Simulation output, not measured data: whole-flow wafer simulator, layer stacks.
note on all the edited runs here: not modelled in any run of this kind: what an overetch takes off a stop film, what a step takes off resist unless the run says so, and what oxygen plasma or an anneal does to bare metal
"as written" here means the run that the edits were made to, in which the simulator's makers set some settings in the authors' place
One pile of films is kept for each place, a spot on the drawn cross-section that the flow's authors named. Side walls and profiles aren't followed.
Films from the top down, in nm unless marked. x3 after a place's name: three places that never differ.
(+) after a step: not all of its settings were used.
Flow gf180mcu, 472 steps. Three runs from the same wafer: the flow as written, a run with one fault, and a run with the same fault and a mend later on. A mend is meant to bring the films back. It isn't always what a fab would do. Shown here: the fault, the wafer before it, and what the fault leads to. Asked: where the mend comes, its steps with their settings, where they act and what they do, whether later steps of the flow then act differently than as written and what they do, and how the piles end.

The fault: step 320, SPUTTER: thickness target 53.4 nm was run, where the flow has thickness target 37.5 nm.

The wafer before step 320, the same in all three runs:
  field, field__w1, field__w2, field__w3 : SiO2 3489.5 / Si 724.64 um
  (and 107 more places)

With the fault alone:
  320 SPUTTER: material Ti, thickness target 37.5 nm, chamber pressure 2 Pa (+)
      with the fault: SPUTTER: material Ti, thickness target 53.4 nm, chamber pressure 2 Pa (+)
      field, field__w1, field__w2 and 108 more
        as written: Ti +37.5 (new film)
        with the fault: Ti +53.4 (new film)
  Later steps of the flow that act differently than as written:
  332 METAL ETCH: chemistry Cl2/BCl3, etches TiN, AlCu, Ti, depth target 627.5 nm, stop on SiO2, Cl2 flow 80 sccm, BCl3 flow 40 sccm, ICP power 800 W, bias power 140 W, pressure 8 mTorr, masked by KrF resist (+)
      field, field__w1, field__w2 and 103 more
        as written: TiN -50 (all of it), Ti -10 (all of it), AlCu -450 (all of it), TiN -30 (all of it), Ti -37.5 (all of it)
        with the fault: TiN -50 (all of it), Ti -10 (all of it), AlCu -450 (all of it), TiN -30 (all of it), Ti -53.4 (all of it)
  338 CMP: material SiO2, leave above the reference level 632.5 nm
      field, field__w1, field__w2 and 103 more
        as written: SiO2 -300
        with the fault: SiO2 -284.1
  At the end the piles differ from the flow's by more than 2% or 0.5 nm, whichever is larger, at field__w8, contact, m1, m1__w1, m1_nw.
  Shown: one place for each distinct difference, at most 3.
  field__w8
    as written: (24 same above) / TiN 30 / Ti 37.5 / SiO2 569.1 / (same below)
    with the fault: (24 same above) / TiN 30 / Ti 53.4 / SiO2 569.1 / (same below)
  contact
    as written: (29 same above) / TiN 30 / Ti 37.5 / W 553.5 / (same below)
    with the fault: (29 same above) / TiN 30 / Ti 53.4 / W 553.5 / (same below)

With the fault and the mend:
  The mend comes after step 320.
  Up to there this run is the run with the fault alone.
  320a METAL ETCH: chemistry Cl2/BCl3, etches TiN, AlCu, Ti, depth target 15.9 nm, Cl2 flow 80 sccm, BCl3 flow 40 sccm, ICP power 800 W, bias power 140 W, pressure 8 mTorr (the flow's step 260 once more, with other settings)
      field, field__w1, field__w2 and 108 more
        Ti -15.9
  No later step of the flow acts differently than as written at any place that is followed.
  At the end the piles are the same as the flow's at every place that both follow.
